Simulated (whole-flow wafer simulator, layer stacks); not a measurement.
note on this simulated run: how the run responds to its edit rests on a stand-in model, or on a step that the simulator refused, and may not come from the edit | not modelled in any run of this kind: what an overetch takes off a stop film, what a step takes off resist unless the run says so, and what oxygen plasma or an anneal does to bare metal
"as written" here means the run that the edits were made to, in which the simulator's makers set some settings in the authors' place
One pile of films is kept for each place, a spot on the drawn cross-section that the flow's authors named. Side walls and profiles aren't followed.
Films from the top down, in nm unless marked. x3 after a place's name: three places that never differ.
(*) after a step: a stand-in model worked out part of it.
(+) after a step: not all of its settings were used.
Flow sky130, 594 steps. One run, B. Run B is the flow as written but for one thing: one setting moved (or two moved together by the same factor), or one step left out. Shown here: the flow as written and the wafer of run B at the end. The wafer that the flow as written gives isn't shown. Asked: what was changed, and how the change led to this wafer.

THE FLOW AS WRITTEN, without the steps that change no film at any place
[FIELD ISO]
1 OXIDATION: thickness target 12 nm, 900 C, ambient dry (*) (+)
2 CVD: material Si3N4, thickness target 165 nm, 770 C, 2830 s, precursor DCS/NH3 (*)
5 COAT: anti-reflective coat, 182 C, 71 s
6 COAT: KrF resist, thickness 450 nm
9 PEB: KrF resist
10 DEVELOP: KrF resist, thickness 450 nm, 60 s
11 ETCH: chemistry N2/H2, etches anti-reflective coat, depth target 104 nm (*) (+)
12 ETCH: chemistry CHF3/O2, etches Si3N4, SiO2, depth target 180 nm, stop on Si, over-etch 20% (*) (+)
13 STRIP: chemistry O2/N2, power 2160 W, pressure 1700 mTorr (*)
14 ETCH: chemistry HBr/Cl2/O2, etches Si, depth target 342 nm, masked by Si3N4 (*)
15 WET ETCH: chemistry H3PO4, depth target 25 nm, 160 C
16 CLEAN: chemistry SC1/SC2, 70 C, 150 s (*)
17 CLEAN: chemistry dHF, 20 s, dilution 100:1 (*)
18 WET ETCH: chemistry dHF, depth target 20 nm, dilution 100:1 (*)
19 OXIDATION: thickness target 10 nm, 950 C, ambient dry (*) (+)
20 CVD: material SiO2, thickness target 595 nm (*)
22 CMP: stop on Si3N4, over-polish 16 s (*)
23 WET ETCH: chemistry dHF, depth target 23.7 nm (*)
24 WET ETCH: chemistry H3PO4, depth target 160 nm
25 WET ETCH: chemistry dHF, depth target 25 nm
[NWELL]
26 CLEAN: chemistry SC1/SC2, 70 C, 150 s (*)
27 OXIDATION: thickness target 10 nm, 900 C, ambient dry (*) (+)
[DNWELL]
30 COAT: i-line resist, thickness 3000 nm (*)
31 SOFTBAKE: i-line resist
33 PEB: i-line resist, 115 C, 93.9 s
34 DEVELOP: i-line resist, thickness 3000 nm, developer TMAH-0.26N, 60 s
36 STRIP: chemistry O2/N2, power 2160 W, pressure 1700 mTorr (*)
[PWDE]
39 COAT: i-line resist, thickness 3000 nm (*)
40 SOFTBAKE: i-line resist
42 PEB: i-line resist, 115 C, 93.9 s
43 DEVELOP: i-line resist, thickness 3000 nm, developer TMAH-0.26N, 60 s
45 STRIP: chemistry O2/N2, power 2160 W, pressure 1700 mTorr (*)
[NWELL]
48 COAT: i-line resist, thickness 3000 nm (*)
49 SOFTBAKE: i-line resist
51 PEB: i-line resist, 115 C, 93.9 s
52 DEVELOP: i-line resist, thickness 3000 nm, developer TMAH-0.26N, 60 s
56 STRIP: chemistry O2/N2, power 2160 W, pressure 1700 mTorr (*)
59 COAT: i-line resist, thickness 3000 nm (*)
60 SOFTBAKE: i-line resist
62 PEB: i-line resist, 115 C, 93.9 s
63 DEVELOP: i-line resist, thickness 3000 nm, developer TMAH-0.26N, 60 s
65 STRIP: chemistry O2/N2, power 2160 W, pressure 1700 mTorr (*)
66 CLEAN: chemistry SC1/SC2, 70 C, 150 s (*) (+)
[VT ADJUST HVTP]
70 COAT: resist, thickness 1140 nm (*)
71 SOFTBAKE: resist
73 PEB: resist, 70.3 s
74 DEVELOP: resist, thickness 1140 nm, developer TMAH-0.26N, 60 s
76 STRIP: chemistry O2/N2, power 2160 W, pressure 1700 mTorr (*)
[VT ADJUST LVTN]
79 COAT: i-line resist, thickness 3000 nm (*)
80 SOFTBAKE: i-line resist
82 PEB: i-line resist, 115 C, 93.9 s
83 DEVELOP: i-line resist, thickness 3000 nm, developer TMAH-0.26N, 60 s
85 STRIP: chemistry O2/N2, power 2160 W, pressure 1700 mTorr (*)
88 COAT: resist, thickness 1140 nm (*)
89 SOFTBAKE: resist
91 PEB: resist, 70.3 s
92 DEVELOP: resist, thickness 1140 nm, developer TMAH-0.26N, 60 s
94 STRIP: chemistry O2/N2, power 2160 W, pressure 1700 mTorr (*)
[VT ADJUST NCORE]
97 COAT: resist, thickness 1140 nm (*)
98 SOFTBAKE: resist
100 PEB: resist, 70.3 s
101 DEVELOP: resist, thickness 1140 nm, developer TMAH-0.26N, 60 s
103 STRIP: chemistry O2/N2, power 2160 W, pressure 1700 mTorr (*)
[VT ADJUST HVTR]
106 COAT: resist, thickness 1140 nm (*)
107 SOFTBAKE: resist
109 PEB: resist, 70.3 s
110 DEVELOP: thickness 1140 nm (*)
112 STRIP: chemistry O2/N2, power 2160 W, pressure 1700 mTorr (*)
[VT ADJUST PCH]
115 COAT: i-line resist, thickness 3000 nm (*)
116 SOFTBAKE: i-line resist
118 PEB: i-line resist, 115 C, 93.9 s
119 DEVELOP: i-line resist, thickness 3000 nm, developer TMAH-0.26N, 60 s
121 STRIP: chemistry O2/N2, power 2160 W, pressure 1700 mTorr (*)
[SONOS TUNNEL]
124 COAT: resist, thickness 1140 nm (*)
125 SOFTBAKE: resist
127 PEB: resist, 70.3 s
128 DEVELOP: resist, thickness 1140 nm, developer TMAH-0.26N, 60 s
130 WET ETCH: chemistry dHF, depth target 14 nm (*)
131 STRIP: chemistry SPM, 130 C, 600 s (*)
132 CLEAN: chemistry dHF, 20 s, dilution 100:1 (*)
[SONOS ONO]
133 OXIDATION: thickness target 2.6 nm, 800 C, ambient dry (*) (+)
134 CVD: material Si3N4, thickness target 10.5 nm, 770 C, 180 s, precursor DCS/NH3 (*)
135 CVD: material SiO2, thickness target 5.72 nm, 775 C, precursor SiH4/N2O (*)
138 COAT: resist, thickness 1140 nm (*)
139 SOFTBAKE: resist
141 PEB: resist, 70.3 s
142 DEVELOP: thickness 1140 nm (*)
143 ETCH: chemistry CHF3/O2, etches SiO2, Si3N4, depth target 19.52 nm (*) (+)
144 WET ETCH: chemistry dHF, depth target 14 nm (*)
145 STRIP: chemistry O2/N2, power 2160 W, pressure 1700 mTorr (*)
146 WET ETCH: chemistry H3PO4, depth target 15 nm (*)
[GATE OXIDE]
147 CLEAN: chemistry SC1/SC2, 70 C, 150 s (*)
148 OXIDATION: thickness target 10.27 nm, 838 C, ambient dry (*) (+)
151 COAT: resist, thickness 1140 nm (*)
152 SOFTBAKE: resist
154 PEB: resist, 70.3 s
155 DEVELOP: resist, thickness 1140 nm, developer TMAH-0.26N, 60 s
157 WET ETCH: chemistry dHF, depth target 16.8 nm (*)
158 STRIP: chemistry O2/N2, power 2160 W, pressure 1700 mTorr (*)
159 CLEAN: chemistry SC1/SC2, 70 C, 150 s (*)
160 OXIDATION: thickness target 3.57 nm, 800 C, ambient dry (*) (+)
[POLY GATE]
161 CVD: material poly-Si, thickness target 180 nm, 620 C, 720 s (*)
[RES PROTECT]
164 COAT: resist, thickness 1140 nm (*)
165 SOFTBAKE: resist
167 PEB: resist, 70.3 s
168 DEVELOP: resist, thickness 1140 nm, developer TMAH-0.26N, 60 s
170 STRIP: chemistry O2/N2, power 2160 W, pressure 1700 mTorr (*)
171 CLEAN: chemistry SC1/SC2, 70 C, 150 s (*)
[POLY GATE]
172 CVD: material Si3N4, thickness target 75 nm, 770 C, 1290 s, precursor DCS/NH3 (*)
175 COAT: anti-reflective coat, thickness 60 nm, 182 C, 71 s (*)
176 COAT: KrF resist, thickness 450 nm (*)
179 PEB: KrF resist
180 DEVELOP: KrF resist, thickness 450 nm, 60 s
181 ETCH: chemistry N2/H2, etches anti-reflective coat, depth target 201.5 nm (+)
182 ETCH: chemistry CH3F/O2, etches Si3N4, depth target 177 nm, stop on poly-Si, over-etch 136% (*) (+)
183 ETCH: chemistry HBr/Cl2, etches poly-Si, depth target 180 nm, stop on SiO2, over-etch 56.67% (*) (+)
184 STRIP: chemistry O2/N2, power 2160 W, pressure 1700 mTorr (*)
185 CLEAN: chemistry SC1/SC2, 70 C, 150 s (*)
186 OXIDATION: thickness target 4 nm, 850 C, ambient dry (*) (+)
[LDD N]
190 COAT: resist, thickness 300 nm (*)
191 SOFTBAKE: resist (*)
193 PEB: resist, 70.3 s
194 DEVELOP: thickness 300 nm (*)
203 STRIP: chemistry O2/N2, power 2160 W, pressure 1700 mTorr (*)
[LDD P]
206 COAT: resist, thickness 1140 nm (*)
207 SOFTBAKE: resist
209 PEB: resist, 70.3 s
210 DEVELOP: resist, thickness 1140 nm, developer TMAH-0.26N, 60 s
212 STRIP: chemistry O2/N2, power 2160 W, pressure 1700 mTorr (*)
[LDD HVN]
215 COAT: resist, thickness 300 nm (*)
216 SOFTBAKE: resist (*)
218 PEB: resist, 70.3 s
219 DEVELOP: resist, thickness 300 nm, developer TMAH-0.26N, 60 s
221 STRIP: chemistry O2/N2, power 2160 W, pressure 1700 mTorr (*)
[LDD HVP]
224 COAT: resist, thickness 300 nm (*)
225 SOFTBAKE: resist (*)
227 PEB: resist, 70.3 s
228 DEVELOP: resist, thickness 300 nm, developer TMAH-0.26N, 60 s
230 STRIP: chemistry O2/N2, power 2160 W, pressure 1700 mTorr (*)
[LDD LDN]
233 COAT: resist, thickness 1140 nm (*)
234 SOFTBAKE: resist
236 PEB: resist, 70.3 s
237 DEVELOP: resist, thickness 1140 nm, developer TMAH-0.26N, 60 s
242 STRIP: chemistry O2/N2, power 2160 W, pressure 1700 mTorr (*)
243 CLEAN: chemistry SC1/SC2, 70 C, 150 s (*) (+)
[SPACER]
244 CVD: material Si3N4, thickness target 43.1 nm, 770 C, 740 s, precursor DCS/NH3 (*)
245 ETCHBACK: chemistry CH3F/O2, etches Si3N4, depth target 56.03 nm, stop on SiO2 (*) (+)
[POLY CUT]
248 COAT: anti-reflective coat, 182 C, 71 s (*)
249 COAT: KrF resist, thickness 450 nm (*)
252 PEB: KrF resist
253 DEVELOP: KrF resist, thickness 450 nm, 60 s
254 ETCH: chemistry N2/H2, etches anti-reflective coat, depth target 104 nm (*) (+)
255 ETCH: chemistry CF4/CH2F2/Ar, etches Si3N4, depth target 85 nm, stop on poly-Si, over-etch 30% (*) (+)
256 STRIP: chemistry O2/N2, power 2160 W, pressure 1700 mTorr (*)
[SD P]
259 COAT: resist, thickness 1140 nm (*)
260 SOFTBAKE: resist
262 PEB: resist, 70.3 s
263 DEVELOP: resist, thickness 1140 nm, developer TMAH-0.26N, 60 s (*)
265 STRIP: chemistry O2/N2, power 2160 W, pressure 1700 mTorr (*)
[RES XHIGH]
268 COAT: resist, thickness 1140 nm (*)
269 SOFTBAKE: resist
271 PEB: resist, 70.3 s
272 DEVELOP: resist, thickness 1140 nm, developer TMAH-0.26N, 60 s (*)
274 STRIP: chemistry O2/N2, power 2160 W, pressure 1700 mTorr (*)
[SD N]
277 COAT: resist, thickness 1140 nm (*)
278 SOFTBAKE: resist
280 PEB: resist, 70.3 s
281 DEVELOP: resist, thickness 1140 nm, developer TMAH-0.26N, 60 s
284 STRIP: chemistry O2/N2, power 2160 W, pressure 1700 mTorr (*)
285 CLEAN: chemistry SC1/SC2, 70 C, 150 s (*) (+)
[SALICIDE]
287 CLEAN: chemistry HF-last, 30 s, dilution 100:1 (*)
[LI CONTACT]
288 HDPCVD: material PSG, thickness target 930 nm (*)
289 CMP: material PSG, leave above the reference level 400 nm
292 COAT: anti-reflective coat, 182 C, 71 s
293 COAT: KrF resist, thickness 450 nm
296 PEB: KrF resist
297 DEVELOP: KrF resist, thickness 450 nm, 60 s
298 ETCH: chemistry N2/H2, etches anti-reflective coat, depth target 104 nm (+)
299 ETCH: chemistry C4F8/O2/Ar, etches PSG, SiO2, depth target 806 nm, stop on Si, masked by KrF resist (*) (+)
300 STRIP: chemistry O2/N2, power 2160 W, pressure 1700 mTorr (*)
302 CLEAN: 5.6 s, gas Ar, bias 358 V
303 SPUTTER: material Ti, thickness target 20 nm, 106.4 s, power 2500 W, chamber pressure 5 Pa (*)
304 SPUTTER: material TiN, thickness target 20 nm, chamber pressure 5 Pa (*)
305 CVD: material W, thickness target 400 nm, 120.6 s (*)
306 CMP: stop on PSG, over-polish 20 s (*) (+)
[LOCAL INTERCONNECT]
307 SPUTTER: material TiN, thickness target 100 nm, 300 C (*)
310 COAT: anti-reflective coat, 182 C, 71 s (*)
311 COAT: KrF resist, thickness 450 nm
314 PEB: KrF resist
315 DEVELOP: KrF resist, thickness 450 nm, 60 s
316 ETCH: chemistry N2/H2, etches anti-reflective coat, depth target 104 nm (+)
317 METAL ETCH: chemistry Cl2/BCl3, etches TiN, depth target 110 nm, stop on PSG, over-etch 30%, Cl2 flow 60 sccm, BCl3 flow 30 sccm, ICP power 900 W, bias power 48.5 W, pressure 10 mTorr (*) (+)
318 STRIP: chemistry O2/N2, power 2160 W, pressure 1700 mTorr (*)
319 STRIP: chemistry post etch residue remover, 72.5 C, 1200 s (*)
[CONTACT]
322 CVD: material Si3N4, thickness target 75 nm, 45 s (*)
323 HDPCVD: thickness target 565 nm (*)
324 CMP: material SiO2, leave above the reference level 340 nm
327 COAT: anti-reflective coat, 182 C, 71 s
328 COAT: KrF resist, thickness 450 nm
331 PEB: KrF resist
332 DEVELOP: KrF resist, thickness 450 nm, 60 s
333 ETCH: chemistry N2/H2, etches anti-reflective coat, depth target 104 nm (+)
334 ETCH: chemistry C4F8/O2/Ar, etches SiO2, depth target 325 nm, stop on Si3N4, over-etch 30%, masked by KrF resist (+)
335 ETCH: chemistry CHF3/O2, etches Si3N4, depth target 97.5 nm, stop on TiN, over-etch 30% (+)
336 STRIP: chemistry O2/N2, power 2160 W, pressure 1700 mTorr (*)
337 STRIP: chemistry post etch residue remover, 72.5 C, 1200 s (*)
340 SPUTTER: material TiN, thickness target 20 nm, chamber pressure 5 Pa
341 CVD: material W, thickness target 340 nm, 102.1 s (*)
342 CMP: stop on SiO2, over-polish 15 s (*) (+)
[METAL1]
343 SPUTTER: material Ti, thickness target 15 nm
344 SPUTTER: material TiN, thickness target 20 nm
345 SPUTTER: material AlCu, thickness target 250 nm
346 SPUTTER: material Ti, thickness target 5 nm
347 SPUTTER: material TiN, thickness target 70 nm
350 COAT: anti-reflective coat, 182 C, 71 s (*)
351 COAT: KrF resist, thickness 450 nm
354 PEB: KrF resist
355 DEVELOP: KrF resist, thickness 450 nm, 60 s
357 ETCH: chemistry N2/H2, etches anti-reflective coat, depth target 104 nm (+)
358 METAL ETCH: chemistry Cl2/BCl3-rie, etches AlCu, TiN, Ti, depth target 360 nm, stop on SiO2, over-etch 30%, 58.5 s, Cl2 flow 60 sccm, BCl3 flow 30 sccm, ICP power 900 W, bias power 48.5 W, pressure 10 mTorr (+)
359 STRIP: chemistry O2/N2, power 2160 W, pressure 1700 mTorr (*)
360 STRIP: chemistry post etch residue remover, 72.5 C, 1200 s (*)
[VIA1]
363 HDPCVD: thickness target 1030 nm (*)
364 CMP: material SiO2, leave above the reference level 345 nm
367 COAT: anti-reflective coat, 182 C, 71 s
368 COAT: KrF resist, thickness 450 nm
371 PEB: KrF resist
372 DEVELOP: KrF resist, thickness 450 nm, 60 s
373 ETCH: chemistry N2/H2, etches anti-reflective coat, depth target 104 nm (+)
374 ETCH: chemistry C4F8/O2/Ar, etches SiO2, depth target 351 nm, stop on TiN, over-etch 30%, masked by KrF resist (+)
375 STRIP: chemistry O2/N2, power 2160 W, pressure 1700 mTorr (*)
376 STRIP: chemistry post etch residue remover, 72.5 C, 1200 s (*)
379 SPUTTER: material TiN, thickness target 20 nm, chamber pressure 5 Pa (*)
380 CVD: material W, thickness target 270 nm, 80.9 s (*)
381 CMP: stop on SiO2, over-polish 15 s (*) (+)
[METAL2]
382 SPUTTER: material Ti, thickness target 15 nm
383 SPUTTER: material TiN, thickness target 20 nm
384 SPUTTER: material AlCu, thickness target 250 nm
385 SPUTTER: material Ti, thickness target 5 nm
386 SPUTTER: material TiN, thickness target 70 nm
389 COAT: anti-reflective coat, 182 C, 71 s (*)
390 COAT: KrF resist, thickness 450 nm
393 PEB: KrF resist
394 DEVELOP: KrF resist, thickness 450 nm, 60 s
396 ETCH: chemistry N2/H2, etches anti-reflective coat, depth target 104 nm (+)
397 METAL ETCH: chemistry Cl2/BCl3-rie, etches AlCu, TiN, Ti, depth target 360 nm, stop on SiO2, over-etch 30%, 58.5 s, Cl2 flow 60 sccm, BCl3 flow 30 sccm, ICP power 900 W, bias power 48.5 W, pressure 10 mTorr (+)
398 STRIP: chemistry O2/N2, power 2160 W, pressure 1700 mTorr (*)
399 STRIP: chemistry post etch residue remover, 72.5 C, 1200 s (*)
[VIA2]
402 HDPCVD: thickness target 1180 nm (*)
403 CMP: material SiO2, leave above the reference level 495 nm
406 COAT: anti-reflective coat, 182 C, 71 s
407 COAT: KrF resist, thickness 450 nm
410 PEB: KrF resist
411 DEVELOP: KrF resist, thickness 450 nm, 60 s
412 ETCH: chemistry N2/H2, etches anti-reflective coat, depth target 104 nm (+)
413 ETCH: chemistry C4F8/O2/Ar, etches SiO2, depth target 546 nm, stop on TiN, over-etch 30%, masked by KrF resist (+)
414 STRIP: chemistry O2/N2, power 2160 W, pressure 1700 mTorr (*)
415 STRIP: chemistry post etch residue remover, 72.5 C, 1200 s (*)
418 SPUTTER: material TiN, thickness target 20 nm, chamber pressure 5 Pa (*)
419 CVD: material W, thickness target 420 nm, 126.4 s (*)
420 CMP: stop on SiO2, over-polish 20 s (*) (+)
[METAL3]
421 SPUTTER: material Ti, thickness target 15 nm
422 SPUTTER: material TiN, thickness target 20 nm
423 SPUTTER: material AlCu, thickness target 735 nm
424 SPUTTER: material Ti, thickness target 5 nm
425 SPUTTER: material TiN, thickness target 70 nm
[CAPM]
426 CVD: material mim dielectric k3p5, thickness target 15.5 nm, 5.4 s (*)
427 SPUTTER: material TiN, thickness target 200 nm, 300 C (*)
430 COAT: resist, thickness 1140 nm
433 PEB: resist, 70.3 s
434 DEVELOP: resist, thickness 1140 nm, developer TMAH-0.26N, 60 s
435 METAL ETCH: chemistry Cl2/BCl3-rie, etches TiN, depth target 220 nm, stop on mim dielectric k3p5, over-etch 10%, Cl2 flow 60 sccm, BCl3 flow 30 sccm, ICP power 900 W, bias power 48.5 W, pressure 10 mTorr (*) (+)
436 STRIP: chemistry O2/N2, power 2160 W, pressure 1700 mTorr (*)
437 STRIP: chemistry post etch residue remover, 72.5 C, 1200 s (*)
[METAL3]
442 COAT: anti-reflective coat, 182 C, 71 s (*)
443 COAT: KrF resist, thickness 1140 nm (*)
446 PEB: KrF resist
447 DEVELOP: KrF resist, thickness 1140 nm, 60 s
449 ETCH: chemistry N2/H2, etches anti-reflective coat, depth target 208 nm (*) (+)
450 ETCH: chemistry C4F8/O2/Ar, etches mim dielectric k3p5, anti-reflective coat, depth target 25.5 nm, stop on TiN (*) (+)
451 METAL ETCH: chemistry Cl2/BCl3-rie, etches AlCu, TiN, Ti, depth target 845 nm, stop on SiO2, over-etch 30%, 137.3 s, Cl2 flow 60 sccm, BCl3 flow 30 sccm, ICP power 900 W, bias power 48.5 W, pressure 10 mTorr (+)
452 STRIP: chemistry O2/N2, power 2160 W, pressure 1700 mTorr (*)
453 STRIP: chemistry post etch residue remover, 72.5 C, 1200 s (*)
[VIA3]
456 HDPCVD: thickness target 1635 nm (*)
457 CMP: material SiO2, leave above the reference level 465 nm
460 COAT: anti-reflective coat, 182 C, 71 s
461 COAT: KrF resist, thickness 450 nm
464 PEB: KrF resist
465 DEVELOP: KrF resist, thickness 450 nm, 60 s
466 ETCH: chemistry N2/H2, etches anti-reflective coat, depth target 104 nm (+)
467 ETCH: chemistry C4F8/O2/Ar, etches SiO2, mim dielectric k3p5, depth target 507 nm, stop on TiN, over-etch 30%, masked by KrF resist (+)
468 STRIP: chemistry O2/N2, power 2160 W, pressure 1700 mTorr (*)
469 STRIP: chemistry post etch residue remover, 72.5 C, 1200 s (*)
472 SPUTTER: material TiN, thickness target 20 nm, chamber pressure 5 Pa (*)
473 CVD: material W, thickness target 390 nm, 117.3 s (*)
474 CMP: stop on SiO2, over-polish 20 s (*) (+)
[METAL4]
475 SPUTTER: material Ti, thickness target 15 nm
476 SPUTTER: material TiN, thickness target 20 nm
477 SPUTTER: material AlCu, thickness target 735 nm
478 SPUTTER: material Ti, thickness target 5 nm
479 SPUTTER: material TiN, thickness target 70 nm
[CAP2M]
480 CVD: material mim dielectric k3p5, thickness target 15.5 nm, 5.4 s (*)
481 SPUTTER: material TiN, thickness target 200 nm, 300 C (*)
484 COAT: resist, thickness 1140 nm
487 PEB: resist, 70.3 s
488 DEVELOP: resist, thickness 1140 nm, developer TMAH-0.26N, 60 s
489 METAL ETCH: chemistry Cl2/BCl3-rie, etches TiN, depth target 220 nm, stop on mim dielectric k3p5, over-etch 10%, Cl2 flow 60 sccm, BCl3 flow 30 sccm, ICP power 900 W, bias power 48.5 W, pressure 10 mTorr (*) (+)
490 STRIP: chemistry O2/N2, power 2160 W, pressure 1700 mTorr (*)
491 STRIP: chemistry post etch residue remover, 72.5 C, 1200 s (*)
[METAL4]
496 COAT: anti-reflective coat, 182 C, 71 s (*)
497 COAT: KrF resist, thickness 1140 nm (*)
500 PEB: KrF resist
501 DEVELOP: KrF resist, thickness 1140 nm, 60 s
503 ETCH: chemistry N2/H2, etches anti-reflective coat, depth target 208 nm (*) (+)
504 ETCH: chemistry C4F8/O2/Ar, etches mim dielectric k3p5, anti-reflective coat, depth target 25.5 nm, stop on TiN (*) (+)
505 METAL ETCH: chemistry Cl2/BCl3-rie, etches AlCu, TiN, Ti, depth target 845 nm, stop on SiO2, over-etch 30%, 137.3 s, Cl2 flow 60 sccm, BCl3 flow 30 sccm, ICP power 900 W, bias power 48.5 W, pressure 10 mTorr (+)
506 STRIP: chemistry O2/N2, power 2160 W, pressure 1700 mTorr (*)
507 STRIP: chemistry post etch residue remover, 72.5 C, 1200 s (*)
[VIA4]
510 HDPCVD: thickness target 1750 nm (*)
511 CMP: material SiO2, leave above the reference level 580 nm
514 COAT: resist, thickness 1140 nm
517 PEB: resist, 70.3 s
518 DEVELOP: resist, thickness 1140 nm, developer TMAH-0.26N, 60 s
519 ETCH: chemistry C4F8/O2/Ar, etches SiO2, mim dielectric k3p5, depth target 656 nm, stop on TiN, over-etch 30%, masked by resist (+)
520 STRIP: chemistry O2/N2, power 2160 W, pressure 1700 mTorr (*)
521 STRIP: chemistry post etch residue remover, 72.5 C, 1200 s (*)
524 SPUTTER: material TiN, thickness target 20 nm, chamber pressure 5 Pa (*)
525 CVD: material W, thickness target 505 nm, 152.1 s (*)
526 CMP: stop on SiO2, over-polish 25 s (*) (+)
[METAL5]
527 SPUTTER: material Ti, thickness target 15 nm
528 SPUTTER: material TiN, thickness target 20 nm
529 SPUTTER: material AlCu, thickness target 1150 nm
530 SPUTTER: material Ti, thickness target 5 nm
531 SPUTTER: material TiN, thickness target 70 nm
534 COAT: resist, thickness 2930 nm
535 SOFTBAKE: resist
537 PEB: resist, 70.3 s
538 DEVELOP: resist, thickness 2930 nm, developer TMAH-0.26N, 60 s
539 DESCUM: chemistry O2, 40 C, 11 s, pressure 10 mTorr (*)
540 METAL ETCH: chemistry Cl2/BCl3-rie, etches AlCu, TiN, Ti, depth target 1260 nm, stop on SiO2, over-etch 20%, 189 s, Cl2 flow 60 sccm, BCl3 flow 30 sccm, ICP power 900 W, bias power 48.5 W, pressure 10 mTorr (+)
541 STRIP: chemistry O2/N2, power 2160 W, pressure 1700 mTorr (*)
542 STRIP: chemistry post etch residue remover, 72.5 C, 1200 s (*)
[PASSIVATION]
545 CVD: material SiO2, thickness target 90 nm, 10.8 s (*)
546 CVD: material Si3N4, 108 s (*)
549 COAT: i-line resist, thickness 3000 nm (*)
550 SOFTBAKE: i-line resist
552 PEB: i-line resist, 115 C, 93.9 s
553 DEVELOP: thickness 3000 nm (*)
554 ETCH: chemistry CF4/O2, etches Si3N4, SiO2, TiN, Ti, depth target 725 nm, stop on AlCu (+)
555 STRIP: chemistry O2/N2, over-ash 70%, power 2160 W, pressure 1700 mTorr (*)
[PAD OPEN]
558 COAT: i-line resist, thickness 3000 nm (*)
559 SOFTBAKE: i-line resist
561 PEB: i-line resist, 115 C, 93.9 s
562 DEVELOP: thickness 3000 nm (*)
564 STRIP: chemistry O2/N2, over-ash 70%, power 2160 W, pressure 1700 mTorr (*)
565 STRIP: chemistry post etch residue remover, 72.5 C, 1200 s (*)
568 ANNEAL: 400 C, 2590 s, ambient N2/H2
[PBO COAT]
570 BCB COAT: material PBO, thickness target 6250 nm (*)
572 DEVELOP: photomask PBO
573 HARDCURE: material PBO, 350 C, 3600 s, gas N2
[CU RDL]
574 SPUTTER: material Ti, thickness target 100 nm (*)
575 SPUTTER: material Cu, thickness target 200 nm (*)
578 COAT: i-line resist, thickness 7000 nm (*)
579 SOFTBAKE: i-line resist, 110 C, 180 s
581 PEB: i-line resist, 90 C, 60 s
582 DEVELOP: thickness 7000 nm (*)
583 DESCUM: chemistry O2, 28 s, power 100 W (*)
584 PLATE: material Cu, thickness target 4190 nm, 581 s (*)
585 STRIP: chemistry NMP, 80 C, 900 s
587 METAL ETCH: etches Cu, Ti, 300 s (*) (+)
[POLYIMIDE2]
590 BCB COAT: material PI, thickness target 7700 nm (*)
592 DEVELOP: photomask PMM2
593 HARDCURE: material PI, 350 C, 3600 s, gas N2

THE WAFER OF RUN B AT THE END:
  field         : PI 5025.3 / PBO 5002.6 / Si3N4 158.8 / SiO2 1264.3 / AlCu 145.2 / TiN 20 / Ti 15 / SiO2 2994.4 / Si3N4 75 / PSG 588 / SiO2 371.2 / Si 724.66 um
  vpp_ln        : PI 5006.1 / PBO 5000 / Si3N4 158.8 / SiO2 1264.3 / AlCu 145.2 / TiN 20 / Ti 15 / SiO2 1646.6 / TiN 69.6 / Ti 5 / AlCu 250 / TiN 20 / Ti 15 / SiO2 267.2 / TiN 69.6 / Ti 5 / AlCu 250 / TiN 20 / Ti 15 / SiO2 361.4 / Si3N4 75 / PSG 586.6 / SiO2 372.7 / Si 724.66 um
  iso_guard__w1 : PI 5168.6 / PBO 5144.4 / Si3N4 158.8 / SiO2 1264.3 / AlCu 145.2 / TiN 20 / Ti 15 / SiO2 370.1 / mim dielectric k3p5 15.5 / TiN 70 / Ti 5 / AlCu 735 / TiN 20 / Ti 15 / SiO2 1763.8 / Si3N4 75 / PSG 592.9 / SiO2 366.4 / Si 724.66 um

The cause: step 505, METAL ETCH: depth target 507 nm was run, where the flow has depth target 845 nm; step 505, METAL ETCH: 82.4 s was run, where the flow has 137.3 s.

How the change led to this, step by step:
  505 METAL ETCH: chemistry Cl2/BCl3-rie, etches AlCu, TiN, Ti, depth target 845 nm, stop on SiO2, over-etch 30%, 137.3 s, Cl2 flow 60 sccm, BCl3 flow 30 sccm, ICP power 900 W, bias power 48.5 W, pressure 10 mTorr (+)
      field, gate, spacer and 68 more: TiN -70 (all of it), Ti -5 (all of it), AlCu -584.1 (as written it would be: TiN -70 (all of it), Ti -5 (all of it), AlCu -735 (all of it), TiN -20 (all of it), Ti -15 (all of it), SiO2 -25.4)
      active, vpp_iso1, mim_edge_plate and 14 more: TiN -70 (all of it), Ti -5 (all of it), AlCu -584.1 (as written it would be: TiN -70 (all of it), Ti -5 (all of it), AlCu -735 (all of it), TiN -20 (all of it), Ti -15 (all of it), SiO2 -25.3)
      (and at 105 more places)
  506 STRIP: chemistry O2/N2, power 2160 W, pressure 1700 mTorr (*)
      n_well, p_well, gate_hv and 83 more: KrF resist -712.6 (all of it), anti-reflective coat -80 (all of it) (as written it would be: KrF resist -492.9 (all of it), anti-reflective coat -80 (all of it))
      vcap_hvt, varactor_hvt_edge, varactor_hvt_sp: KrF resist -714.2 (all of it), anti-reflective coat -80.3 (all of it) (as written it would be: KrF resist -494.5 (all of it), anti-reflective coat -80.3 (all of it))
      (and at 16 more places)
  507 STRIP: chemistry post etch residue remover, 72.5 C, 1200 s (*)
      field, active, gate and 85 more: AlCu -5.72 (as written it would be: nothing)
  510 HDPCVD: thickness target 1750 nm (*)
      field, active, gate and 85 more: SiO2 +1750 (new film) (as written it would be: SiO2 +1750)
  511 CMP: material SiO2, leave above the reference level 580 nm
      field, active, gate and 77 more: SiO2 -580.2 (as written it would be: SiO2 -374.7)
      iso_guard__w1, mim_edge_gap, vpp_l1ln, vpp_m3ln, rpm_encl, via2_enc, rpm_encl_psd, iso_guard_nsd_tip: SiO2 -580.2 (as written it would be: SiO2 -374.6)
Counting metal films that touch as one body, field has 1 body; the flow as written gives 0 bodies.
Counting metal films that touch as one body, vpp_ln has 3 bodies (between them, from the top down: SiO2 1646.6; SiO2 267.2); the flow as written gives 2 bodies (between them, from the top down: SiO2 267.2).
Counting metal films that touch as one body, iso_guard__w1 has 2 bodies (between them, from the top down: SiO2 370.1 / mim dielectric k3p5 15.5); the flow as written gives 1 body.
